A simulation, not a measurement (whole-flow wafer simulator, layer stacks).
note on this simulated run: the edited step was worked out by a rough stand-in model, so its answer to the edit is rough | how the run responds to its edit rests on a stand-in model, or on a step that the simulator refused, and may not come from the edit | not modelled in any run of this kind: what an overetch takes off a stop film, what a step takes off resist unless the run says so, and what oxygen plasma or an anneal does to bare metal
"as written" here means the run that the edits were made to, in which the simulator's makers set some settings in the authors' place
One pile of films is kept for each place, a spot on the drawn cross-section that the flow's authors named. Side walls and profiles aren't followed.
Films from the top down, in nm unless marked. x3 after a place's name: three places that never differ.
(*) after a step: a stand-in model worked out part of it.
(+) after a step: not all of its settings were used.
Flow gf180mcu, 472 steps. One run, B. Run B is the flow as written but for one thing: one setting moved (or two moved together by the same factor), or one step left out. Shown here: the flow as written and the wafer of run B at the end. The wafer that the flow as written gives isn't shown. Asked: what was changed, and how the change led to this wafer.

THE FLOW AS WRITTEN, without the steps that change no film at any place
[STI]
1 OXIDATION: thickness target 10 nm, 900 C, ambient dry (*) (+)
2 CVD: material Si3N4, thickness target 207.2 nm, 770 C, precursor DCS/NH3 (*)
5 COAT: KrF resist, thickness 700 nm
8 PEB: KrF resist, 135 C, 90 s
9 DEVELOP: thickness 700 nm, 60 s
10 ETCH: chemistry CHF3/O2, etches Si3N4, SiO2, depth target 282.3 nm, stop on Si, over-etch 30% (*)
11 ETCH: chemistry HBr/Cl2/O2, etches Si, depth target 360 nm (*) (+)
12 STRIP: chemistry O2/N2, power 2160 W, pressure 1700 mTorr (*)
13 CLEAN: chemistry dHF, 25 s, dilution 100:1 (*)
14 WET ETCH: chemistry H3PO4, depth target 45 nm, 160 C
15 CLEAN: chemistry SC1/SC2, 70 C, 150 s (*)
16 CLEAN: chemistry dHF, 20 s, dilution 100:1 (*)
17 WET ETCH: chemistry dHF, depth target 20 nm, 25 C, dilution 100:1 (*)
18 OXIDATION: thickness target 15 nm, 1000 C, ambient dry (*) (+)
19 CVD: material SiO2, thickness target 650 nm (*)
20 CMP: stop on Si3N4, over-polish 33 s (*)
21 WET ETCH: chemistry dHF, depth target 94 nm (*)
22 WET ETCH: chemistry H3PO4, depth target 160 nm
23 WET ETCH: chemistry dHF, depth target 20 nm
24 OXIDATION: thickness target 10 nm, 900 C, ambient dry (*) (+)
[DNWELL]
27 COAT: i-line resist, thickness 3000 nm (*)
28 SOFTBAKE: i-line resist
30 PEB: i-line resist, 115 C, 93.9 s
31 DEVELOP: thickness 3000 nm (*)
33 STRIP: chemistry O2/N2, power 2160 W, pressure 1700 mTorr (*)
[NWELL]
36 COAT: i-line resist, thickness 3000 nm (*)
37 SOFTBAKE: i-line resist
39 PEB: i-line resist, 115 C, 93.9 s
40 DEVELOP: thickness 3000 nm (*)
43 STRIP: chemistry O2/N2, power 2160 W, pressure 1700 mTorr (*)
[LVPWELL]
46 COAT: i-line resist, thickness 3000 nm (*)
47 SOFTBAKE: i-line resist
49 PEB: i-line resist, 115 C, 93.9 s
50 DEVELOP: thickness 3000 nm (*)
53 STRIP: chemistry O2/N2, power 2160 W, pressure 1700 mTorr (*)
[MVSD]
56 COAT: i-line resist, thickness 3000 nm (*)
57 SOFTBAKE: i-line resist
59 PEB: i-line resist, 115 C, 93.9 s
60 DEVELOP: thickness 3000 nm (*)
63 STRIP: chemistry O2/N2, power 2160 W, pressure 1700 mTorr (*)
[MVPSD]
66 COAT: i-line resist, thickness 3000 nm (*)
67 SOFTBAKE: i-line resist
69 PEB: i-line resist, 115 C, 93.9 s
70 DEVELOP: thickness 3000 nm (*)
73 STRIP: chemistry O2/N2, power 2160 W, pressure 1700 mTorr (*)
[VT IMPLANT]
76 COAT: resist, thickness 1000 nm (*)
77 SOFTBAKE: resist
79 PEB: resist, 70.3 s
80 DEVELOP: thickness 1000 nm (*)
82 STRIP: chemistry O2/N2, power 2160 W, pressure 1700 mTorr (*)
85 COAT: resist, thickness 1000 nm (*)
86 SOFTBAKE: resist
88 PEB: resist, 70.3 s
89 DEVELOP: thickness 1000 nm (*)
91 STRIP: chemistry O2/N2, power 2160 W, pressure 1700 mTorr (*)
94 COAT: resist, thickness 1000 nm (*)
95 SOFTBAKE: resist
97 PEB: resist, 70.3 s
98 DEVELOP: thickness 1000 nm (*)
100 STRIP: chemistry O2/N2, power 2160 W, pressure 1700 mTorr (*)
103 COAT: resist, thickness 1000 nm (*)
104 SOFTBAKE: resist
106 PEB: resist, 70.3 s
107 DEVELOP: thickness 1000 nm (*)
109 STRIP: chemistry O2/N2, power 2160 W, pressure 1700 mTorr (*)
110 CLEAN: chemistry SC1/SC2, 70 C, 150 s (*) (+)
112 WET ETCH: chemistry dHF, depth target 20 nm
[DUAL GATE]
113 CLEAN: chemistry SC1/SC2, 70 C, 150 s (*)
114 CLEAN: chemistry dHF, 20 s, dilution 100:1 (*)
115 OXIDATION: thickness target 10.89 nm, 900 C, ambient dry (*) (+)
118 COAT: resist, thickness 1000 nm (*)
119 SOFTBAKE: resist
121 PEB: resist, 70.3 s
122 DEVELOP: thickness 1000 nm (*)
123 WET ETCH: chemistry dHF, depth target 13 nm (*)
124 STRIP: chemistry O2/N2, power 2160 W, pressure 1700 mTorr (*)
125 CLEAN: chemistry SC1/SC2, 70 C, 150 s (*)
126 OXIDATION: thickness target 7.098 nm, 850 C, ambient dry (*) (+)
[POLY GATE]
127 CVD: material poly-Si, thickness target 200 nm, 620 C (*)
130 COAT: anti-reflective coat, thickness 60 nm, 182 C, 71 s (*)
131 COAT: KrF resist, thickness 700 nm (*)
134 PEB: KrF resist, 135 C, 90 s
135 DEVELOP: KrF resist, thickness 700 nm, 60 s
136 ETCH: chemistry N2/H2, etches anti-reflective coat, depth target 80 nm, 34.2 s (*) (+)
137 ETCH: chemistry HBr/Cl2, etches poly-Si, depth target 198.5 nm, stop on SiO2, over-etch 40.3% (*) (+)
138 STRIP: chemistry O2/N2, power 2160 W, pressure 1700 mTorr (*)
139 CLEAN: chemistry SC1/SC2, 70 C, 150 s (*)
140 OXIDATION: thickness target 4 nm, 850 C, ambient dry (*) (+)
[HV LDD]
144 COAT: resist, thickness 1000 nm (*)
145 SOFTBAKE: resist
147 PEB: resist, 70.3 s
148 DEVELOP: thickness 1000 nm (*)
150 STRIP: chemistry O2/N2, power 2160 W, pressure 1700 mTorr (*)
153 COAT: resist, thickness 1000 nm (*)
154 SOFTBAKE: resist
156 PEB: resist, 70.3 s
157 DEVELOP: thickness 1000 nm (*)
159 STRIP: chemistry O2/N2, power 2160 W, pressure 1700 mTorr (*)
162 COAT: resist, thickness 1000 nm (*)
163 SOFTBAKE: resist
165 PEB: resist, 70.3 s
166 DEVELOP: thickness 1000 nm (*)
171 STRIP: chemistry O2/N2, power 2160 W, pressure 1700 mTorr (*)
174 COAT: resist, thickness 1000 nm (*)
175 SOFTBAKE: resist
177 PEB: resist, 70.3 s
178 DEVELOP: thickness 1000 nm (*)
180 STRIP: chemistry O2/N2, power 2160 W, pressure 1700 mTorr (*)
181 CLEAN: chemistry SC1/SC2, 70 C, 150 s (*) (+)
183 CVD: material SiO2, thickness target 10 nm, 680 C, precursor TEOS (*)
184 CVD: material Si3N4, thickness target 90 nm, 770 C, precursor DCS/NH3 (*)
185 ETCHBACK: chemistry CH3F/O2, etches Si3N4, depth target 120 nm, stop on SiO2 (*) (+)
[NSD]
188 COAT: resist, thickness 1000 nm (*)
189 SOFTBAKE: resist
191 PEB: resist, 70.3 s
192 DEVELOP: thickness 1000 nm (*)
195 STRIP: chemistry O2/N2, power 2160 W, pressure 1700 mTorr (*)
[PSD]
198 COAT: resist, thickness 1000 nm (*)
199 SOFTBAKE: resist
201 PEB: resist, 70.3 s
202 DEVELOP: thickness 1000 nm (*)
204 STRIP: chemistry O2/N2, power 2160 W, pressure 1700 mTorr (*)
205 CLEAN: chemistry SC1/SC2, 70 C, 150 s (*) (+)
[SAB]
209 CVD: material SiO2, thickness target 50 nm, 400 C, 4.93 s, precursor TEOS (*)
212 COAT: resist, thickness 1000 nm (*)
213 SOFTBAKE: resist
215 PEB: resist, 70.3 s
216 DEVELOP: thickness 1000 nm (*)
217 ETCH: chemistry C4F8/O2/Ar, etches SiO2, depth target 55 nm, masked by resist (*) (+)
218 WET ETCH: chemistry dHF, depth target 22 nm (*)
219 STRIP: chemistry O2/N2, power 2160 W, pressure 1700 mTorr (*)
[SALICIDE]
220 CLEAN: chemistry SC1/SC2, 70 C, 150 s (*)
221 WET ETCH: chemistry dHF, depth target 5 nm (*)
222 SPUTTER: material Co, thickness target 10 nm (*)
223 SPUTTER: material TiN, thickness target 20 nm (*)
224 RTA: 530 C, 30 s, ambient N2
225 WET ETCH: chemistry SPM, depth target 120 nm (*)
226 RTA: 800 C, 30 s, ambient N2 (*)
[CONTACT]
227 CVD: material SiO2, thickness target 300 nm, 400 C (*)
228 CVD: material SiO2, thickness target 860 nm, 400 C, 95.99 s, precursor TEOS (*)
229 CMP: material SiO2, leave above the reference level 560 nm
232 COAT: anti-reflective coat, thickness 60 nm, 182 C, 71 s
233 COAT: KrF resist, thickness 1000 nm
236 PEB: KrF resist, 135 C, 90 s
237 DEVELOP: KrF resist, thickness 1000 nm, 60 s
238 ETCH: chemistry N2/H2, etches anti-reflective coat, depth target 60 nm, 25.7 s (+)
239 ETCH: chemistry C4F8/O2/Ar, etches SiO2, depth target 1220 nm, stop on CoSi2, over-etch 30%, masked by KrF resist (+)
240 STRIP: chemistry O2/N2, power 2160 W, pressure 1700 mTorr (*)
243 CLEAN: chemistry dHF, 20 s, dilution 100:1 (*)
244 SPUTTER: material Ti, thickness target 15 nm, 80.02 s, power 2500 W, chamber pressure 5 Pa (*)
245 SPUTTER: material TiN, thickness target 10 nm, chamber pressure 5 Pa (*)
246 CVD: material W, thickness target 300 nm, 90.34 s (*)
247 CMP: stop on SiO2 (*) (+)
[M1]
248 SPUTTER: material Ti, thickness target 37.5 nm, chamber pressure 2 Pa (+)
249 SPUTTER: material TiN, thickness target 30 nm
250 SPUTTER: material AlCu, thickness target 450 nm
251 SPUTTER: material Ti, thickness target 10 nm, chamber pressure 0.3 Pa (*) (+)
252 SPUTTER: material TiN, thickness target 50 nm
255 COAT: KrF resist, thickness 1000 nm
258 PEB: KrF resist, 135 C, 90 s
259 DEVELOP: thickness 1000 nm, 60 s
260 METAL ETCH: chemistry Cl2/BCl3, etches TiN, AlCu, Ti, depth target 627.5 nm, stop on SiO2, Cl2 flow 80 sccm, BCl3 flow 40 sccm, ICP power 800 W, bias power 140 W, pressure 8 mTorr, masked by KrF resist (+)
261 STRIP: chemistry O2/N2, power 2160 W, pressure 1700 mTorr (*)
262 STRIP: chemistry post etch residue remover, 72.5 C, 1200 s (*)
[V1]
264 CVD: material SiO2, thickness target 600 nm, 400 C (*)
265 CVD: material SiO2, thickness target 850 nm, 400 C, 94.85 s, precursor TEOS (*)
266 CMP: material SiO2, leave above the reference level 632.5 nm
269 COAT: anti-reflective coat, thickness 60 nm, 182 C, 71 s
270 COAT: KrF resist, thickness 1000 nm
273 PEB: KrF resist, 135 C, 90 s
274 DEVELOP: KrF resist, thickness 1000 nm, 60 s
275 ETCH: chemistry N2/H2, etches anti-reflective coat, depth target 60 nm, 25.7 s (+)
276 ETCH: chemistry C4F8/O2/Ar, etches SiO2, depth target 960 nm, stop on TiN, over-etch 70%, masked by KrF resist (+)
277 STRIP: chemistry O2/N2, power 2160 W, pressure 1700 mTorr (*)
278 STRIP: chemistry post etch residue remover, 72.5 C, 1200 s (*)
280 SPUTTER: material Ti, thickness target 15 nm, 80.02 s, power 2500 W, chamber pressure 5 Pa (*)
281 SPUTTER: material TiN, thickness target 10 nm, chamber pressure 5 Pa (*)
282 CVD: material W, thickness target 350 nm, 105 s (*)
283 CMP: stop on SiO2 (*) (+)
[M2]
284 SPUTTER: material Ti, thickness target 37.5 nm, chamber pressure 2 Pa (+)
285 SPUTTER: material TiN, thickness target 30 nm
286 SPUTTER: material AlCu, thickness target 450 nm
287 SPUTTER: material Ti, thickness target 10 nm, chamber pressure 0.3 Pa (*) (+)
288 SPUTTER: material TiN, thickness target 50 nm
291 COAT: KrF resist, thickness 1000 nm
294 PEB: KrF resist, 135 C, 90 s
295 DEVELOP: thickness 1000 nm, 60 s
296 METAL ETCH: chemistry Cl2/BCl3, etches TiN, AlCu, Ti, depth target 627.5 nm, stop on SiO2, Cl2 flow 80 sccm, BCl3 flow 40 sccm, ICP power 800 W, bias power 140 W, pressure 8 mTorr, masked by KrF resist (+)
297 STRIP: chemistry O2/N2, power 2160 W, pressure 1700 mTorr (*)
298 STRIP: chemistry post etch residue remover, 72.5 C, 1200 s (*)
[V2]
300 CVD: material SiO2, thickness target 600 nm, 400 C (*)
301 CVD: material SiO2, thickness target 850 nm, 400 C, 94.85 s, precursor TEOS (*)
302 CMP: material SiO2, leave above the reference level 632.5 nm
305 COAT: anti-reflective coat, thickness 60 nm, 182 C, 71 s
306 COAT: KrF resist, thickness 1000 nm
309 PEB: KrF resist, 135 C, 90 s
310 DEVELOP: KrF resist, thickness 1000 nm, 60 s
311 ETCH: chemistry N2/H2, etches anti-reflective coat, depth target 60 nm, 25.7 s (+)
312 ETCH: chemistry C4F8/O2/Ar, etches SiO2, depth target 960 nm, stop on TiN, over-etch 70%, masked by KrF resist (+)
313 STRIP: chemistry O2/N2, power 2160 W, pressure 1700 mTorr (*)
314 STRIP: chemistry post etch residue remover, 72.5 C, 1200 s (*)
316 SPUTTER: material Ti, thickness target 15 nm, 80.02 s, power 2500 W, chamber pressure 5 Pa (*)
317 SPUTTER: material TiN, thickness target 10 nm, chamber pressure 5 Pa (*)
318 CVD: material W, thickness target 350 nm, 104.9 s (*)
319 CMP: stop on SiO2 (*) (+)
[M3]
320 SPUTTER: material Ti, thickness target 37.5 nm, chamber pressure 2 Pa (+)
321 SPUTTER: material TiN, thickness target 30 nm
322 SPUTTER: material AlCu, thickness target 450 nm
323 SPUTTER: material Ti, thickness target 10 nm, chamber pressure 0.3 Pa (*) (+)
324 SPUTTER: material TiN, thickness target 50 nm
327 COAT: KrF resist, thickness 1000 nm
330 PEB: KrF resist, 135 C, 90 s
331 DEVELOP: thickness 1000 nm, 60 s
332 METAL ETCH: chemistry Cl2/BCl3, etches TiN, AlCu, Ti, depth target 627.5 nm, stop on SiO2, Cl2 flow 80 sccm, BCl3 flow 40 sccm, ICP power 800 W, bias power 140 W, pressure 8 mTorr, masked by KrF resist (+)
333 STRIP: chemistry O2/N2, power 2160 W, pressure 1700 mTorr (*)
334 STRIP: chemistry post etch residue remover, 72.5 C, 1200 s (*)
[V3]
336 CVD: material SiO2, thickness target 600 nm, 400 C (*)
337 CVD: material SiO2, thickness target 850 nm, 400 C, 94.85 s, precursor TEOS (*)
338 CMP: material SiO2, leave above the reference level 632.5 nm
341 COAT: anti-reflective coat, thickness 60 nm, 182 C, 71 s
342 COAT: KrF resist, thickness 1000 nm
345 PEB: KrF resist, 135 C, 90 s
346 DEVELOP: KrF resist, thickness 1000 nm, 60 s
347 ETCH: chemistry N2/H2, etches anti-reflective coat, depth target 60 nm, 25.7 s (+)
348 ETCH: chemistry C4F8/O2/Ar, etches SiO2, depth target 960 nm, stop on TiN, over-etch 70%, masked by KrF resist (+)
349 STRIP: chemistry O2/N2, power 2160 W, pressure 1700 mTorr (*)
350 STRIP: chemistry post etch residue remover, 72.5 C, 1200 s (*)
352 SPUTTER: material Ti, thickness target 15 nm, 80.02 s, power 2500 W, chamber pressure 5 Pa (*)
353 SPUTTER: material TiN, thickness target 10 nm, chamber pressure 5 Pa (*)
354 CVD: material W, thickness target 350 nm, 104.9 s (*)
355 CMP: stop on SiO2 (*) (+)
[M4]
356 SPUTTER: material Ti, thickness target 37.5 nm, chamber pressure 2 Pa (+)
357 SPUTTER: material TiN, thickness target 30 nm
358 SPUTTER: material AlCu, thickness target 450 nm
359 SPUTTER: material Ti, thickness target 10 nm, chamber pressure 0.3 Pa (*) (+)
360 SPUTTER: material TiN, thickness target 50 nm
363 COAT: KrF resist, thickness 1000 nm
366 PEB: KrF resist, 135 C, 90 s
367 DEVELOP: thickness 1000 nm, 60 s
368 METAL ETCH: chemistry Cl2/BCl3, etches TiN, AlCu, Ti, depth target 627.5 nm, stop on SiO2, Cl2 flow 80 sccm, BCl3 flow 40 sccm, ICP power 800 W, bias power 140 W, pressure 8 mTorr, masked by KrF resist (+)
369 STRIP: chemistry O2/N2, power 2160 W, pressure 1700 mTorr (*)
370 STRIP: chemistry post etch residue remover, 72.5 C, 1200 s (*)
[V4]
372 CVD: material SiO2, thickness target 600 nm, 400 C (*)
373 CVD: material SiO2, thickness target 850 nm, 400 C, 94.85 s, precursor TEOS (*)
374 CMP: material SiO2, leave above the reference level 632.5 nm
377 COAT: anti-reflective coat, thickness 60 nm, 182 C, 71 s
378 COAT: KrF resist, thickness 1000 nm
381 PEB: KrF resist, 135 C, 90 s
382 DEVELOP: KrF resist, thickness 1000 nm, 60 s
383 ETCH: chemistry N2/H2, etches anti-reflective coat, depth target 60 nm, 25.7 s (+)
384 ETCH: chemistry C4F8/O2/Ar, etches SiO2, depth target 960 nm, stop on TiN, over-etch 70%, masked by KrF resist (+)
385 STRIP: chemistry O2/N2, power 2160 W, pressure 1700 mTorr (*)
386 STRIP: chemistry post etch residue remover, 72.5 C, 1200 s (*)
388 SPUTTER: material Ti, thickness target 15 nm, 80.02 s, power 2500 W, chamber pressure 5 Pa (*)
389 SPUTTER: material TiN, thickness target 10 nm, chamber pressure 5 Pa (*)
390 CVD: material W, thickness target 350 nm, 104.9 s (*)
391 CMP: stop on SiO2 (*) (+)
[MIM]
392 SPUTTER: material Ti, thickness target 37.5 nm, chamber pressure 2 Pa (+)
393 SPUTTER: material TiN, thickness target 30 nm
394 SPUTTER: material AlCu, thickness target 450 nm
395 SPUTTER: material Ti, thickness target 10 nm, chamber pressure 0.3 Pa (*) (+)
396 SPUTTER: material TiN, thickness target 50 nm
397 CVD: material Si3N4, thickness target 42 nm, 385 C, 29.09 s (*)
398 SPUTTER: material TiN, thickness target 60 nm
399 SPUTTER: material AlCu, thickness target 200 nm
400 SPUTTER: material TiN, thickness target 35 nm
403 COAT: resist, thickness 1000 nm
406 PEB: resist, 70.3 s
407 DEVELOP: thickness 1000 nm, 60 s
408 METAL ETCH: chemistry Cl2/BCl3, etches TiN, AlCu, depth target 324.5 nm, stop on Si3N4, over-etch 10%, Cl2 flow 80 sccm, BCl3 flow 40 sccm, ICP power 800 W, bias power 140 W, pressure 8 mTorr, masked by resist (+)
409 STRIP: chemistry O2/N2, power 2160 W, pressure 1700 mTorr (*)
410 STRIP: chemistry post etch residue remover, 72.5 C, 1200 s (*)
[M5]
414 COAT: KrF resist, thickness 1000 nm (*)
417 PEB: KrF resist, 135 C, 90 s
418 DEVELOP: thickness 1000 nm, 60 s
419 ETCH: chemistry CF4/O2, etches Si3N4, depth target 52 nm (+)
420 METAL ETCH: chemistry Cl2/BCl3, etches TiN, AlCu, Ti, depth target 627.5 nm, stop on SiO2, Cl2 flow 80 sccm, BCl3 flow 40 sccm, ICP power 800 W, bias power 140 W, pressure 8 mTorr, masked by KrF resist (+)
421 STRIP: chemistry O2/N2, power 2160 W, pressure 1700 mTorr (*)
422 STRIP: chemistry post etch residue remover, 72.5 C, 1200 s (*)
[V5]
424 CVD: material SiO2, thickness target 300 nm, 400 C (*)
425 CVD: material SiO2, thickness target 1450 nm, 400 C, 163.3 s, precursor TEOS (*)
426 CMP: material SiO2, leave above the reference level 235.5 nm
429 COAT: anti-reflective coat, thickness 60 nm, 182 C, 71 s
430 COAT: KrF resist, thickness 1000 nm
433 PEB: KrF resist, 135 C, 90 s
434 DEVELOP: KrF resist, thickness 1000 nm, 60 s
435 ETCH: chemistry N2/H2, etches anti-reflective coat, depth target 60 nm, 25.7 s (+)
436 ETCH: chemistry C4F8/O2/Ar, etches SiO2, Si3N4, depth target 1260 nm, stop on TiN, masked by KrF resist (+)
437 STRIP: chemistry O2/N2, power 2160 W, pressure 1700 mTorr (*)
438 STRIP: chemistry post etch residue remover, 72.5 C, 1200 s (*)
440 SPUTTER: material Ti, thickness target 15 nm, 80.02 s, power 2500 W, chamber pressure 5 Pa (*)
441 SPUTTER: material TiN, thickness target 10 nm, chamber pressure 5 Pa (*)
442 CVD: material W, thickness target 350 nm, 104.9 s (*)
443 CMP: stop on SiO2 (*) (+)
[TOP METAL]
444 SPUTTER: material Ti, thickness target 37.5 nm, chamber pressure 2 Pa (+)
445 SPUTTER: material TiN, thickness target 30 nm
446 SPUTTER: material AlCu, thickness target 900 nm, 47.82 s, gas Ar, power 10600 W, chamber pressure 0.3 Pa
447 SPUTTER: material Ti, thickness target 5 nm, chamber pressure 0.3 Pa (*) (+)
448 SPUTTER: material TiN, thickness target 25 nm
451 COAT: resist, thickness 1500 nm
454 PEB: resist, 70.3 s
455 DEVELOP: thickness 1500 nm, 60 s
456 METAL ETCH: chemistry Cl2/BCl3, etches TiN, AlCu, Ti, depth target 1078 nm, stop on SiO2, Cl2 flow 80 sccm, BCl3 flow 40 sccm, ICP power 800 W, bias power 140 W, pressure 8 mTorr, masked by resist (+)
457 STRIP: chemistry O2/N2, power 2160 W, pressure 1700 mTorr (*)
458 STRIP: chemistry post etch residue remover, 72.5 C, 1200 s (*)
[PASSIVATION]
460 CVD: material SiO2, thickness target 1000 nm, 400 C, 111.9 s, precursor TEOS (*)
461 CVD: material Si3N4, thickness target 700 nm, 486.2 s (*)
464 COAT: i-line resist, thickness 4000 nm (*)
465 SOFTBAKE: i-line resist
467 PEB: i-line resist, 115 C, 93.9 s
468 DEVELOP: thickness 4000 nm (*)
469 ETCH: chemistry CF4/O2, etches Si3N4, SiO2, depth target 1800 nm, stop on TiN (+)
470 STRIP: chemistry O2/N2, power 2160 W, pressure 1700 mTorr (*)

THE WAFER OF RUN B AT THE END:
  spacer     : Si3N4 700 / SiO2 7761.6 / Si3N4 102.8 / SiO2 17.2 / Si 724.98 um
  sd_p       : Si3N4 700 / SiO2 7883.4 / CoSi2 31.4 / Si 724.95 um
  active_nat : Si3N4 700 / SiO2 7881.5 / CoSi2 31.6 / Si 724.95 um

The cause: step 184, CVD: thickness target 107 nm was run, where the flow has thickness target 90 nm.

How the change led to this, step by step:
  184 CVD: material Si3N4, thickness target 90 nm, 770 C, precursor DCS/NH3 (*)
      field, field__w1, field__w2 and 101 more: Si3N4 +107 (new film) (as written it would be: Si3N4 +90 (new film))
  185 ETCHBACK: chemistry CH3F/O2, etches Si3N4, depth target 120 nm, stop on SiO2 (*) (+)
      field, field__w1, field__w2 and 100 more: Si3N4 -107 (all of it), SiO2 -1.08 (as written it would be: Si3N4 -90 (all of it), SiO2 -2.5)
  189 SOFTBAKE: resist
      field__w9: resist -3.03 (as written it would be: resist +6.92)
      nw_enc_fld_lv__w3: resist -1.78 (as written it would be: resist +2.11)
  199 SOFTBAKE: resist
      field__w9: resist -3.03 (as written it would be: resist +6.92)
      nw_enc_fld_lv__w3: resist -1.78 (as written it would be: resist +2.11)
  209 CVD: material SiO2, thickness target 50 nm, 400 C, 4.93 s, precursor TEOS (*)
      ld_drift_p: SiO2 +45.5 (as written it would be: SiO2 +46.7)
      ld_drn_p: SiO2 +44.8 (as written it would be: SiO2 +46)
  213 SOFTBAKE: resist
      field_sub__w2: resist +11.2 (as written it would be: resist +4.38)
  218 WET ETCH: chemistry dHF, depth target 22 nm (*)
      gate, gate_hv, gate_p and 23 more: SiO2 -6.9 (all of it) (as written it would be: SiO2 -5.48 (all of it))
      active, p_well, sd_n, iso_ptap_pw, iso_ntap_nw, iso_ptap_sub, vpnp_e: SiO2 -10.4 (all of it) (as written it would be: SiO2 -9.01 (all of it))
      (and at 15 more places)
  223 SPUTTER: material TiN, thickness target 20 nm (*)
      field__w2: TiN +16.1 (new film) (as written it would be: TiN +17 (new film))
      field__w3: TiN +14.6 (new film) (as written it would be: TiN +15.7 (new film))
      (and at 2 more places)
  224 RTA: 530 C, 30 s, ambient N2
      ld_drn_p: under 1 film: CoSi +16 (new film), Co -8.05 (all of it), Si -14.6 (as written it would be: under 1 film: CoSi +16.7 (new film), Co -8.4 (all of it), Si -15.2)
  225 WET ETCH: chemistry SPM, depth target 120 nm (*)
      field__w2: TiN -16.1 (all of it), Co -8.33 (all of it) (as written it would be: TiN -17 (all of it), Co -8.65 (all of it))
      field__w3: TiN -14.6 (all of it), Co -7.62 (all of it) (as written it would be: TiN -15.7 (all of it), Co -8.06 (all of it))
      (and at 2 more places)
  226 RTA: 800 C, 30 s, ambient N2 (*)
      ld_sd_n: CoSi2 +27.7 (new film), CoSi -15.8 (all of it), Si -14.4 (as written it would be: CoSi2 +28.3 (new film), CoSi -16.1 (all of it), Si -14.7)
      ld_sd_p: CoSi2 +27.8 (new film), CoSi -15.8 (all of it), Si -14.4 (as written it would be: CoSi2 +28.4 (new film), CoSi -16.1 (all of it), Si -14.7)
      (and at 1 more place)
  229 CMP: material SiO2, leave above the reference level 560 nm
      spacer: SiO2 -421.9 (as written it would be: SiO2 -404.9)
